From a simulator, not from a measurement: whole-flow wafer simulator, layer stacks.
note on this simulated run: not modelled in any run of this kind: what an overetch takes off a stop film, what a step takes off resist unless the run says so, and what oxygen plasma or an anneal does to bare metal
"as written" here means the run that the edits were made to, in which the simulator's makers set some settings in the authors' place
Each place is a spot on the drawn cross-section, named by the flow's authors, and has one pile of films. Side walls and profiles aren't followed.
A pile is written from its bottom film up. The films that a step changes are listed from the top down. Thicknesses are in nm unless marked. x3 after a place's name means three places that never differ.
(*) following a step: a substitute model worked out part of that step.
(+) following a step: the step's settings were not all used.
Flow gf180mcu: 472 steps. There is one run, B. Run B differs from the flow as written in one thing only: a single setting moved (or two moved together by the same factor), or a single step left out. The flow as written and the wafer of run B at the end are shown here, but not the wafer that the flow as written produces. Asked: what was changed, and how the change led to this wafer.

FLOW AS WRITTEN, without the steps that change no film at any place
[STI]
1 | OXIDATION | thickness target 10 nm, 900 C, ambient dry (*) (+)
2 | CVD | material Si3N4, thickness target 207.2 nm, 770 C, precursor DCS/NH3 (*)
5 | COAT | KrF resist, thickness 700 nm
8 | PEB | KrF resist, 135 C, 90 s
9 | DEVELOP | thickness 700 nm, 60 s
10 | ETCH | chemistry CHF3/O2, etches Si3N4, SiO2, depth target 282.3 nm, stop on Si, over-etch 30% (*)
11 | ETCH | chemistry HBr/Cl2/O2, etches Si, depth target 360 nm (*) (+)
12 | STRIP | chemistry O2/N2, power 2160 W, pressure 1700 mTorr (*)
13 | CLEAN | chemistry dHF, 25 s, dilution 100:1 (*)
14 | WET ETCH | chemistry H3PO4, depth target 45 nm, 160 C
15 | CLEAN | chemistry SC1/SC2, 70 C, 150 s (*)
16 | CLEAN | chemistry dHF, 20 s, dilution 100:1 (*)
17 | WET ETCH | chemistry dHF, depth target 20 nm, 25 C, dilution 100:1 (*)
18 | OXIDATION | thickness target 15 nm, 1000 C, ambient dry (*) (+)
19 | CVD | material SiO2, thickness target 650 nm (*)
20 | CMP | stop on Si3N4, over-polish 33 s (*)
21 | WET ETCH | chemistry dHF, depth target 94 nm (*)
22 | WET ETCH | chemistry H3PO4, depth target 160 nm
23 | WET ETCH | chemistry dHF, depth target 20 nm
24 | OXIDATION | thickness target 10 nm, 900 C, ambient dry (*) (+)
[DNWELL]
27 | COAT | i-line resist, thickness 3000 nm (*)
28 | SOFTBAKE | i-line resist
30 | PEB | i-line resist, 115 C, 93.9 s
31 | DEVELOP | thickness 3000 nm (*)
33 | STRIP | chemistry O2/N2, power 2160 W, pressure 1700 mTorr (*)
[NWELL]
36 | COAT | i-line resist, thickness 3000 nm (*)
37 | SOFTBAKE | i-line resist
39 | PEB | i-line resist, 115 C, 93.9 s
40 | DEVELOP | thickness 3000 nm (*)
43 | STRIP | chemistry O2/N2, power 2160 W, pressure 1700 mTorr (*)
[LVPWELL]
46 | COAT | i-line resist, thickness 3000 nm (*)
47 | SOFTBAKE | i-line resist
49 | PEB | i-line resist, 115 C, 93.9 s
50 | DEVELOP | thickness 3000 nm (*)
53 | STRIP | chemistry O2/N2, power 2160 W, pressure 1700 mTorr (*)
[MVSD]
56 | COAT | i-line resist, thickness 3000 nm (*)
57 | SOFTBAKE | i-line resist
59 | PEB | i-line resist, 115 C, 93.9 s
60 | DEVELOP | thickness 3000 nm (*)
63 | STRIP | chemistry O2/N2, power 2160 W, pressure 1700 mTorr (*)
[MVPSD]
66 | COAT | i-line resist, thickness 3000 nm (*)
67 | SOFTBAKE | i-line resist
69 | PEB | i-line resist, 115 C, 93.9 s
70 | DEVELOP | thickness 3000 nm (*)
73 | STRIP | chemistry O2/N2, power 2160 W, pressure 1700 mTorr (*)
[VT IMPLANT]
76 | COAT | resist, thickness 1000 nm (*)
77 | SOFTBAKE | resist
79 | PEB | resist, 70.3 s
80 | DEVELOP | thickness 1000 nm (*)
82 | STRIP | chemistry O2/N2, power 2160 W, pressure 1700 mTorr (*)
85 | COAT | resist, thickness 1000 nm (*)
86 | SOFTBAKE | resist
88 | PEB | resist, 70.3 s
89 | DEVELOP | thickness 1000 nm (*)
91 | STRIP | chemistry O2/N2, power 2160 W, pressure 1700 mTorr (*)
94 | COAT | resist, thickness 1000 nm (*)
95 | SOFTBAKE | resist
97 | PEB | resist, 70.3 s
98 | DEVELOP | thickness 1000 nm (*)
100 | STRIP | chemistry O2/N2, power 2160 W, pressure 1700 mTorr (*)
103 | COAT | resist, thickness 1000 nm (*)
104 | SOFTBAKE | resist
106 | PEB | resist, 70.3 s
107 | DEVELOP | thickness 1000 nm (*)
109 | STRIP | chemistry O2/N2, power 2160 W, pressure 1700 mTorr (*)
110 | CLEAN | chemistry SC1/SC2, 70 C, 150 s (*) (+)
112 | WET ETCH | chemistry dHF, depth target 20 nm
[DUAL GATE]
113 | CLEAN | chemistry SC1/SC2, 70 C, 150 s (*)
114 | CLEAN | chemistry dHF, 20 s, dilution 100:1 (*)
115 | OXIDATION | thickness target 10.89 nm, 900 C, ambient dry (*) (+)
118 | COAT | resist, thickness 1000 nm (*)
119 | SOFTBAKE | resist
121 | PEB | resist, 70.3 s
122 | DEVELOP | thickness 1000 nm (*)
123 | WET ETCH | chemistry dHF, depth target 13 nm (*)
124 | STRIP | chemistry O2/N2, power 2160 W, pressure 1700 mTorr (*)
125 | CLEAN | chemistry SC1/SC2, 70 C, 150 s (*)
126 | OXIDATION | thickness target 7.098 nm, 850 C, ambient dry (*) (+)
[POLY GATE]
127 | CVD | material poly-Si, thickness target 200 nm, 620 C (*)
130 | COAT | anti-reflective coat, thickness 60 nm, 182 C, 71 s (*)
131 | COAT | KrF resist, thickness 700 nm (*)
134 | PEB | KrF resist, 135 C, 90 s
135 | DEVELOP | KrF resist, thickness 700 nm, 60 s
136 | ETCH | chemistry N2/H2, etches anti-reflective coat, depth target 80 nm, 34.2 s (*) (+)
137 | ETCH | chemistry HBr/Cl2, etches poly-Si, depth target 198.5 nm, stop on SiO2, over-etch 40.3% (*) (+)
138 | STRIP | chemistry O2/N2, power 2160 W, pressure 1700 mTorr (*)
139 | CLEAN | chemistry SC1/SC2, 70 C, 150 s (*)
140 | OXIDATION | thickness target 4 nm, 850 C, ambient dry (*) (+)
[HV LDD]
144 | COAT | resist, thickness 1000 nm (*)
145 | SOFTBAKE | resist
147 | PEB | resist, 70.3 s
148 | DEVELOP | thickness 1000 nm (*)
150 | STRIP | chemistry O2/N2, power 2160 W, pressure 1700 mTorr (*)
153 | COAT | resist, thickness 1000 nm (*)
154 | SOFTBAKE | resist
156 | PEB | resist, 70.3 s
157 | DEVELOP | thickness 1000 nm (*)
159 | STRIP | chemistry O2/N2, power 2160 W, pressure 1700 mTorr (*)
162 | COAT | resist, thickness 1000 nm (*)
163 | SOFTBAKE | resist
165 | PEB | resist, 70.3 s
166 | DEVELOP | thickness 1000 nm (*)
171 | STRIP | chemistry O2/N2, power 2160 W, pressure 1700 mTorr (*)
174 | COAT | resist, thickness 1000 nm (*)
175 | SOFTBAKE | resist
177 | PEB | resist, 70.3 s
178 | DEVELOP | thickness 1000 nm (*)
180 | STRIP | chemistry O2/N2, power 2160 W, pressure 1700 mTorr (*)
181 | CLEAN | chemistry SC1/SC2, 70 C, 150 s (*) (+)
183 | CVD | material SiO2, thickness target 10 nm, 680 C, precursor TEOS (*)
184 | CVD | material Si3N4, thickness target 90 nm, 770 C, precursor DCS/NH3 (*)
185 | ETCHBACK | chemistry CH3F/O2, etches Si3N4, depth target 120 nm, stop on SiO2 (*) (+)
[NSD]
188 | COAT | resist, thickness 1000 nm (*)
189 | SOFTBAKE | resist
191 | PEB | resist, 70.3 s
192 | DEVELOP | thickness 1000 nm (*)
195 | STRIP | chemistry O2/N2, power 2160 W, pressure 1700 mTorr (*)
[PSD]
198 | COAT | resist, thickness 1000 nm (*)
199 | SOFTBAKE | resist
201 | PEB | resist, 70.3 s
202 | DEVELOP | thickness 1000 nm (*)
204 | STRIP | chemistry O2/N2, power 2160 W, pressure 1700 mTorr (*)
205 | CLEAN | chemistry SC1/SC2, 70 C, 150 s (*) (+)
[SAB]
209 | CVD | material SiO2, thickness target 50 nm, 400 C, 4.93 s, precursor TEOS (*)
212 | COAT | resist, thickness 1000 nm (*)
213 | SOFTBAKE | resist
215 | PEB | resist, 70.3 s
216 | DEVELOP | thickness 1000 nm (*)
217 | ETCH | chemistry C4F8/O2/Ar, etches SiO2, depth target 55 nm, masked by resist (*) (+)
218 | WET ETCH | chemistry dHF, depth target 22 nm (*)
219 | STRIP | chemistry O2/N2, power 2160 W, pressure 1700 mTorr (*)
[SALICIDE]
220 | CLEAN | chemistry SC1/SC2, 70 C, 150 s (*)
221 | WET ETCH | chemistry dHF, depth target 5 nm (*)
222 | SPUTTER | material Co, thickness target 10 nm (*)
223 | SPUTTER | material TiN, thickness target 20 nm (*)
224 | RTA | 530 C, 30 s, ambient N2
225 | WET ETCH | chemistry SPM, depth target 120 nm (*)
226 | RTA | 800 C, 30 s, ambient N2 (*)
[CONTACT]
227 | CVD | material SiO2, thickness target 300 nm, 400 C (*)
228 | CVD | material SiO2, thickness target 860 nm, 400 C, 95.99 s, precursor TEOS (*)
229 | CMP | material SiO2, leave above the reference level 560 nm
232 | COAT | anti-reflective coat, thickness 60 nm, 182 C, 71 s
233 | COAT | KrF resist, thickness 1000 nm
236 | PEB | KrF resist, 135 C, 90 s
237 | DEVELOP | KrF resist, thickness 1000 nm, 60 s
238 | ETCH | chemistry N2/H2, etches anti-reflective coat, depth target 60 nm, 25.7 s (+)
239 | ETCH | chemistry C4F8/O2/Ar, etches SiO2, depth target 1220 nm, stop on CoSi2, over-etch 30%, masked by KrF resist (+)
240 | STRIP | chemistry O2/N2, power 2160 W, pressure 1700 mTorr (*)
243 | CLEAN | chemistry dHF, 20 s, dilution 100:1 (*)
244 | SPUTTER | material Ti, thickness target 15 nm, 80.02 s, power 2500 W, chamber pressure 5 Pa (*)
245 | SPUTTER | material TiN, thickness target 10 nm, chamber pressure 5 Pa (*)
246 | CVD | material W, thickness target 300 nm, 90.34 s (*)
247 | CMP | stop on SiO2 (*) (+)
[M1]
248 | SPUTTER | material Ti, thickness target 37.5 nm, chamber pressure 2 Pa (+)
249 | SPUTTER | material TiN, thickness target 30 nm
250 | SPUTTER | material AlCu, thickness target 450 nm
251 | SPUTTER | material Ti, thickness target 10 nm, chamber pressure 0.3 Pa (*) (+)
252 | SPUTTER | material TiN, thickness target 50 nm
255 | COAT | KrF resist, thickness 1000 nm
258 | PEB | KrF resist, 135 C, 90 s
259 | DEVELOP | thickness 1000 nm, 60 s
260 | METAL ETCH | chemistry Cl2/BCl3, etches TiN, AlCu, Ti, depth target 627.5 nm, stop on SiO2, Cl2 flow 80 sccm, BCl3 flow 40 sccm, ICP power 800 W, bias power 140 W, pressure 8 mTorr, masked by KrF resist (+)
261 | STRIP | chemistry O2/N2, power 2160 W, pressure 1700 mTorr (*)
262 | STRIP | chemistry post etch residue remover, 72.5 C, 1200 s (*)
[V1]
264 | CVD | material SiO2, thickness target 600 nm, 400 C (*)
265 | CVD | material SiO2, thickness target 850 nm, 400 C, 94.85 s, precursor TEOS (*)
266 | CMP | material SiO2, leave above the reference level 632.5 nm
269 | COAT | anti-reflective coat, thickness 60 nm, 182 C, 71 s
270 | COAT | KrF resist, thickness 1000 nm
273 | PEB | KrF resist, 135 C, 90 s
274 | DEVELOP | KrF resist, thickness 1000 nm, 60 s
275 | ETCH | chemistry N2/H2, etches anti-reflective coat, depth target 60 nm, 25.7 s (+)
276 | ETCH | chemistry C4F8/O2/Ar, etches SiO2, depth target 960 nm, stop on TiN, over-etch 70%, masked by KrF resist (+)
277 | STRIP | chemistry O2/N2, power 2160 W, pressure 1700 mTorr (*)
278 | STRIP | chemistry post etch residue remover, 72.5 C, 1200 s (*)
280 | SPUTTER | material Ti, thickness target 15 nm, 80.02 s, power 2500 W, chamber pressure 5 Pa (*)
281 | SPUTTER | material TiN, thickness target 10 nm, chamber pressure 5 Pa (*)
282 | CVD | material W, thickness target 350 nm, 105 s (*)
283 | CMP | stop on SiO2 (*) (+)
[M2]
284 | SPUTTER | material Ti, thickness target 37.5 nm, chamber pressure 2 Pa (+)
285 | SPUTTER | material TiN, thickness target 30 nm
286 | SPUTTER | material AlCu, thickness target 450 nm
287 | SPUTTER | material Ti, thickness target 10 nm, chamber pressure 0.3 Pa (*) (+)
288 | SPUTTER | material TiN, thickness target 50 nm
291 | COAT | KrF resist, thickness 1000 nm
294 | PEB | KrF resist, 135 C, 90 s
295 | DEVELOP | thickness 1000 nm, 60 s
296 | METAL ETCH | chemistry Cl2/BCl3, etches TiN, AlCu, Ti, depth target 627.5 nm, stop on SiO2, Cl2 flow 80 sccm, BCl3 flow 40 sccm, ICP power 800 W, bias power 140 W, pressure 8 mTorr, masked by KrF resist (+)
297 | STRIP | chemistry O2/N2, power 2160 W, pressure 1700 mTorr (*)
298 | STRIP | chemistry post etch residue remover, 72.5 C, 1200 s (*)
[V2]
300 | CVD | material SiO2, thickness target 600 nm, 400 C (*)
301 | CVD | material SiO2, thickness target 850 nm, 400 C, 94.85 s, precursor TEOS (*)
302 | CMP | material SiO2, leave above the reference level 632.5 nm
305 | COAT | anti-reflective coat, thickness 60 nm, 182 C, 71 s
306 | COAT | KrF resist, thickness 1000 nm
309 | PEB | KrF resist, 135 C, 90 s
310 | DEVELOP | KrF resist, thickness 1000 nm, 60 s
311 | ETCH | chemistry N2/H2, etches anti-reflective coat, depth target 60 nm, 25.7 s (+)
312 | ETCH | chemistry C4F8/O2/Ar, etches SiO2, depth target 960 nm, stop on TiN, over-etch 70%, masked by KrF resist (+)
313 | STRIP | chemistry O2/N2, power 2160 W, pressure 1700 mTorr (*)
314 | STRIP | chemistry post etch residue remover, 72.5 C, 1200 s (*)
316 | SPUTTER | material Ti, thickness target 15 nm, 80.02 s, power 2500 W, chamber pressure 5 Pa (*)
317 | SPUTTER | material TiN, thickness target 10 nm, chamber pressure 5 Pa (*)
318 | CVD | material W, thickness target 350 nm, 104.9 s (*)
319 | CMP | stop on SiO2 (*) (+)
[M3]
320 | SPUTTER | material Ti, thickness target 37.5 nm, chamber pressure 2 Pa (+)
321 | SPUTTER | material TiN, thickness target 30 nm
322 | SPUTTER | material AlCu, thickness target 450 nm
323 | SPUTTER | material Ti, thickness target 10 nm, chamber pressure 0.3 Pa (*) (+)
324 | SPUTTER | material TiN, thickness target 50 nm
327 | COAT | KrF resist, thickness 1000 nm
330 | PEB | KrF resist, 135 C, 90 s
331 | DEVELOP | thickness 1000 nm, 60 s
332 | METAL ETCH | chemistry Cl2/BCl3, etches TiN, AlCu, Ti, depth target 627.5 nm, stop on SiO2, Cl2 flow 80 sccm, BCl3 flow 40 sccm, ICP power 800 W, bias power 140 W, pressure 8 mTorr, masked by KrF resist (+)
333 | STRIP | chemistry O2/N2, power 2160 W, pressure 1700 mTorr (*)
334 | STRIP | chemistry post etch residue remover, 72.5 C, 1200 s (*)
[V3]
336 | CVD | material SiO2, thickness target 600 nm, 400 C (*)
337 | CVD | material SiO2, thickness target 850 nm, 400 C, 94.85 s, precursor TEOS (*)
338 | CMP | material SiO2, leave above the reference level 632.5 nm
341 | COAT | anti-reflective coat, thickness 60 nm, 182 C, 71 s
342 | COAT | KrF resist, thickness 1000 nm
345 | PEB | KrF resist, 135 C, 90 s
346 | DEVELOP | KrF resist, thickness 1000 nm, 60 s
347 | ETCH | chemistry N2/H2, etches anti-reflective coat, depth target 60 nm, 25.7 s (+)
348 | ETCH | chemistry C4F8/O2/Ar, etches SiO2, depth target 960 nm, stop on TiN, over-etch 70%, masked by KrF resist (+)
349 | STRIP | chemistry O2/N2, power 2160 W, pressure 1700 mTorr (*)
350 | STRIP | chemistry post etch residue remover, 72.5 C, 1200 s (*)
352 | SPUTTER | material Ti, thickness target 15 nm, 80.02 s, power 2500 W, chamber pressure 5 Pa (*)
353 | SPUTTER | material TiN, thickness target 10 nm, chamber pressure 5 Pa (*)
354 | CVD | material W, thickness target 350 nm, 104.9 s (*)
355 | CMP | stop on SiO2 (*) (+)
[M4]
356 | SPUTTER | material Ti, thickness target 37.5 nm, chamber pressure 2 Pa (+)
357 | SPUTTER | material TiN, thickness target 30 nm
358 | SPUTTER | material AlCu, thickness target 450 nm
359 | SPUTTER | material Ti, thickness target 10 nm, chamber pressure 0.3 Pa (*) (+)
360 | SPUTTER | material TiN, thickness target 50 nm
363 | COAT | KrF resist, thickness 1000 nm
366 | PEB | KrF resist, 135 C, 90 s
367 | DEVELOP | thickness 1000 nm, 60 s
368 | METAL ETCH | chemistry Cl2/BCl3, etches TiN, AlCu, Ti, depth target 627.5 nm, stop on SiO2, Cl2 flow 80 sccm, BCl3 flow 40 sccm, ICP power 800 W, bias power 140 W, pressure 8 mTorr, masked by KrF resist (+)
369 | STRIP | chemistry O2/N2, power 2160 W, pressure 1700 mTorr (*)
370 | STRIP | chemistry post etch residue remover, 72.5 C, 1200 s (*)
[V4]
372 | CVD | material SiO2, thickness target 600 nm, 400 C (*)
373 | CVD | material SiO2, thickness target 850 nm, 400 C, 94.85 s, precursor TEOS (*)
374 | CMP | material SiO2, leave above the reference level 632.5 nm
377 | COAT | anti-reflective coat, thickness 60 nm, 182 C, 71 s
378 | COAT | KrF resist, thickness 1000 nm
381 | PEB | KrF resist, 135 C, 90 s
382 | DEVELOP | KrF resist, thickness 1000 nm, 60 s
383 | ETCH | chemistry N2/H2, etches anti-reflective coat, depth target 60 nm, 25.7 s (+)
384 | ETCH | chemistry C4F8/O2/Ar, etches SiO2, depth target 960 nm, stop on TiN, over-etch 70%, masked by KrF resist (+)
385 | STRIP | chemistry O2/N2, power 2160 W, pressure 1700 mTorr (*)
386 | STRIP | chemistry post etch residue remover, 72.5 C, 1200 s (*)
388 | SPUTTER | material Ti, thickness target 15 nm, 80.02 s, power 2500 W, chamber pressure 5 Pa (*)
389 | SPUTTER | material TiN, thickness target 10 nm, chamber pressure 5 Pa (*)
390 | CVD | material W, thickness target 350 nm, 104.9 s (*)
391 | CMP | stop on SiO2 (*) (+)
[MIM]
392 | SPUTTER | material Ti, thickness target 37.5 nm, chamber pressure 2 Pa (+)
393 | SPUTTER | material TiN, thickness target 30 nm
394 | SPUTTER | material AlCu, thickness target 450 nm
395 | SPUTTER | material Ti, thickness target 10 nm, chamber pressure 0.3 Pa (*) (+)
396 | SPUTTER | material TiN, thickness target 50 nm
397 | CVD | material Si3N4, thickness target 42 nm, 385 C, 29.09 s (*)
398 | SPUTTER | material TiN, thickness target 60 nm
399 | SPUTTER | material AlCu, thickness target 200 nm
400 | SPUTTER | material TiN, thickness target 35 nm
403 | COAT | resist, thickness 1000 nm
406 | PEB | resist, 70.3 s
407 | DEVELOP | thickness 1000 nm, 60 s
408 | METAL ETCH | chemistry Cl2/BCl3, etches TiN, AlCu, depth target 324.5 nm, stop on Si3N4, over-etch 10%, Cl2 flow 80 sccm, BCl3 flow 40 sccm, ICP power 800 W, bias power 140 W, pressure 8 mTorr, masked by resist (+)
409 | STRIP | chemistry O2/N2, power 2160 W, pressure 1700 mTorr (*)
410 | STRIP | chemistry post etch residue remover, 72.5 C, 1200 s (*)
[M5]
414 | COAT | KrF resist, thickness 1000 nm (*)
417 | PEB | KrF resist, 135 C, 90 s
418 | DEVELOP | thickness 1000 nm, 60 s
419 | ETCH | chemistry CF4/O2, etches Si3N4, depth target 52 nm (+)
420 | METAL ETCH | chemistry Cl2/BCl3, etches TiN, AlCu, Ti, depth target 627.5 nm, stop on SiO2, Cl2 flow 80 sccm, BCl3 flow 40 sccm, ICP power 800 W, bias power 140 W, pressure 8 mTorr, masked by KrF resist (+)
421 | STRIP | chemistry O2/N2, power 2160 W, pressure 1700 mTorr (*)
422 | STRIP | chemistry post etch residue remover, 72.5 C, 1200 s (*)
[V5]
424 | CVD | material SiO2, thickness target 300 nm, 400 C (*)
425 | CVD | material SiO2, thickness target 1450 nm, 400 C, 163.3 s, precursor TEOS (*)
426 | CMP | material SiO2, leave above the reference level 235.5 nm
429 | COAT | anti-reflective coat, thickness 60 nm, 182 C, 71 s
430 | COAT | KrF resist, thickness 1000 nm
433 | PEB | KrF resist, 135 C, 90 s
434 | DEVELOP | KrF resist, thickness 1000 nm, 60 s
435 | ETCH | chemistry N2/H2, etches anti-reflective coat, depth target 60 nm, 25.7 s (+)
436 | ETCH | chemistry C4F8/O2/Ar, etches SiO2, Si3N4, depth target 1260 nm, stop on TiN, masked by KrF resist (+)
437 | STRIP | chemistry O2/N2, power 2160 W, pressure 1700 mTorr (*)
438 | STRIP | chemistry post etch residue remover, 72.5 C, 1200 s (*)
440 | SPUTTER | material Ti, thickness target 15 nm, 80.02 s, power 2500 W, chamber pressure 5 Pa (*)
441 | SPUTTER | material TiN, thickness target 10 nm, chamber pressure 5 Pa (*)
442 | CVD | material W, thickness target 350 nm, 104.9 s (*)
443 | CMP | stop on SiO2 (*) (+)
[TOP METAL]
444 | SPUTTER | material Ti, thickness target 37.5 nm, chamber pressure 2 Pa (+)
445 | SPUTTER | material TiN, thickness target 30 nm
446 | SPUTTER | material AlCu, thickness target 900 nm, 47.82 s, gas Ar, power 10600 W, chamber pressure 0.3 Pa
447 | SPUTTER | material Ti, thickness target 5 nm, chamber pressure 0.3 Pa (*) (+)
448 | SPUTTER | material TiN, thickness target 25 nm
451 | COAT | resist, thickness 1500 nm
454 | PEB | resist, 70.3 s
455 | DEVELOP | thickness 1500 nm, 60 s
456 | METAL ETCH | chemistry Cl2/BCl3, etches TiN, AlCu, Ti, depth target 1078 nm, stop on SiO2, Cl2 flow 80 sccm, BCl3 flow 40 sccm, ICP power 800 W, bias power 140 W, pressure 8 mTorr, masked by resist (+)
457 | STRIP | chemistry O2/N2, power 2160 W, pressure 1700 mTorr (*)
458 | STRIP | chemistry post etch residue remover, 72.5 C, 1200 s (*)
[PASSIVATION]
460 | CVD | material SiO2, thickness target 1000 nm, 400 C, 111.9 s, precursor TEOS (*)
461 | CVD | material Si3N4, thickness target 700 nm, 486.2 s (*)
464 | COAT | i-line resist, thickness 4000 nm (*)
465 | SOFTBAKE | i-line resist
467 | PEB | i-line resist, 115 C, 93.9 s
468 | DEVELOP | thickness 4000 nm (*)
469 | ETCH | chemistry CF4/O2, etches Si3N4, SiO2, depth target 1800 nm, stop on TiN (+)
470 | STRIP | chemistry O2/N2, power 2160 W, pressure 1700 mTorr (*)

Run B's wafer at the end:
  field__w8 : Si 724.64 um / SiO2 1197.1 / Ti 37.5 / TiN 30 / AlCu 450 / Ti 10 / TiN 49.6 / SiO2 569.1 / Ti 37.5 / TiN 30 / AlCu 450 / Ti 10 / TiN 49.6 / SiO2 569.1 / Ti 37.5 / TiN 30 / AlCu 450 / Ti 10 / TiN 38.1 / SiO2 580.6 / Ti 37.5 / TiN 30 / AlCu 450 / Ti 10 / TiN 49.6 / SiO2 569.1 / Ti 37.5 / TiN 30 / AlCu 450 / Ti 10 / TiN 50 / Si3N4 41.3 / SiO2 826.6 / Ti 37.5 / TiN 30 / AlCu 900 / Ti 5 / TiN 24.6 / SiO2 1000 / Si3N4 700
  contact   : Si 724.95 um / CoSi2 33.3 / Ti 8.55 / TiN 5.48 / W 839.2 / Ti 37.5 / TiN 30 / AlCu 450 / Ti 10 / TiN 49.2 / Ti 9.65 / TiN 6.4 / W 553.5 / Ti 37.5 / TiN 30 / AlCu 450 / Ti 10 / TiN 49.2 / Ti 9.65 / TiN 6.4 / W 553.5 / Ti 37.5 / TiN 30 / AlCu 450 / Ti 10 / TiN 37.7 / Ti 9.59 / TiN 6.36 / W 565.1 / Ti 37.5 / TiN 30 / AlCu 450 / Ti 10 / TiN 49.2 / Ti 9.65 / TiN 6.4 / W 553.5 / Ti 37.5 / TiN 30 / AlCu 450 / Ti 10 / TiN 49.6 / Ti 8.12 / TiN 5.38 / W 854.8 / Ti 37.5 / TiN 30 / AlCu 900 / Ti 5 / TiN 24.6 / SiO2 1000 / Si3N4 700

The reason: step 324, SPUTTER: thickness target 38.5 nm was run, whereas the flow has thickness target 50 nm.

The path from the change to this, step by step:
  324 | SPUTTER | material TiN, thickness target 50 nm
      field, field__w1, field__w2 and 108 more: +38.5 TiN (new film) (it would be, as written: +50 TiN (new film))
  332 | METAL ETCH | chemistry Cl2/BCl3, etches TiN, AlCu, Ti, depth target 627.5 nm, stop on SiO2, Cl2 flow 80 sccm, BCl3 flow 40 sccm, ICP power 800 W, bias power 140 W, pressure 8 mTorr, masked by KrF resist (+)
      field, field__w1, field__w2 and 103 more: -38.5 TiN (all of it), -10 Ti (all of it), -450 AlCu (all of it), -30 TiN (all of it), -37.5 Ti (all of it) (it would be, as written: -50 TiN (all of it), -10 Ti (all of it), -450 AlCu (all of it), -30 TiN (all of it), -37.5 Ti (all of it))
